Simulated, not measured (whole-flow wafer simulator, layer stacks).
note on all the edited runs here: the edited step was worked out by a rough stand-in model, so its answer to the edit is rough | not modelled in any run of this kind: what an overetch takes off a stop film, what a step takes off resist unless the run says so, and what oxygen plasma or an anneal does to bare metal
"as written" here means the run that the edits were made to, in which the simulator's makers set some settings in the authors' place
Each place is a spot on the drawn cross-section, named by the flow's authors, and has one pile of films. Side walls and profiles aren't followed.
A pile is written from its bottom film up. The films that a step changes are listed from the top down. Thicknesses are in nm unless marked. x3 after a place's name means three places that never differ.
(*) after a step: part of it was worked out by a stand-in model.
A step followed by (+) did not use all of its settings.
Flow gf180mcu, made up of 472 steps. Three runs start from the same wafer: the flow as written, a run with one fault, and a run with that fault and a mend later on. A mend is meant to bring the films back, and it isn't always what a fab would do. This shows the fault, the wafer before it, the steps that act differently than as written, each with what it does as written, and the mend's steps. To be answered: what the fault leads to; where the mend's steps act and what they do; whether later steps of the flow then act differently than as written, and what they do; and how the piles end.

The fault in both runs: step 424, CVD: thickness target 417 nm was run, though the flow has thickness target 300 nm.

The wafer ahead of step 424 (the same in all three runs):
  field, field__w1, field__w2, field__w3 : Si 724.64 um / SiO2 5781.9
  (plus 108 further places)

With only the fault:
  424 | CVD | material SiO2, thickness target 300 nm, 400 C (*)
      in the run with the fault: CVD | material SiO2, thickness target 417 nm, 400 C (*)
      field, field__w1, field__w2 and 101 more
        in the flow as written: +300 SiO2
        in the run with the fault: +417 SiO2
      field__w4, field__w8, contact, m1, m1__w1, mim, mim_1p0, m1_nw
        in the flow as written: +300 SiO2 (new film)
        in the run with the fault: +417 SiO2 (new film)
  Later steps of the flow acting differently than as written (1 other step is not shown; it differs only slightly, by no more than 2% or 0.5 nm, whichever is larger):
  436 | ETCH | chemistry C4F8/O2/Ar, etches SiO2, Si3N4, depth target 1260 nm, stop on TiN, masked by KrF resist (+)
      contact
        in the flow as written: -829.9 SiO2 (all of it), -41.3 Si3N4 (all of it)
        in the run with the fault: -946.9 SiO2 (all of it), -41.3 Si3N4 (all of it)
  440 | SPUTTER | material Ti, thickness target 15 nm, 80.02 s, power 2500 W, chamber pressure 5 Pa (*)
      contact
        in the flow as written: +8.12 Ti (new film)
        in the run with the fault: +7.6 Ti (new film)
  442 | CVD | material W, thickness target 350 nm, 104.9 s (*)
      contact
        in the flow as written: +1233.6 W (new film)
        in the run with the fault: +1351.5 W (new film)
  At field__w4, field__w8, contact, m1, m1__w1, mim, mim_1p0, m1_nw, the piles at the end differ from the flow's by more than 2% or 0.5 nm, whichever is larger.
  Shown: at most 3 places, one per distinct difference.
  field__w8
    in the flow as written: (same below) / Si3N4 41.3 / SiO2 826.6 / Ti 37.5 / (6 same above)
    in the run with the fault: (same below) / Si3N4 41.3 / SiO2 943.6 / Ti 37.5 / (6 same above)
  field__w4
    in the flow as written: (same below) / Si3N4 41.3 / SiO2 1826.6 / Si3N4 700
    in the run with the fault: (same below) / Si3N4 41.3 / SiO2 1943.6 / Si3N4 700
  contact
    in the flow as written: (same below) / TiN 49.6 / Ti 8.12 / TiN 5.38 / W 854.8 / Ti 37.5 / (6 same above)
    in the run with the fault: (same below) / TiN 49.6 / Ti 7.6 / TiN 5.03 / W 972.7 / Ti 37.5 / (6 same above)

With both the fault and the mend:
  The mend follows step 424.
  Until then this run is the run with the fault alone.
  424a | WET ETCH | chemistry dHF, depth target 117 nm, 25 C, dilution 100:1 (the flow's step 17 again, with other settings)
      field, field__w1, field__w2 and 109 more
        -117 SiO2
  None of the later steps of the flow acts differently than as written at any place that is followed.
  By the end, the piles equal the flow's at every place that both follow.
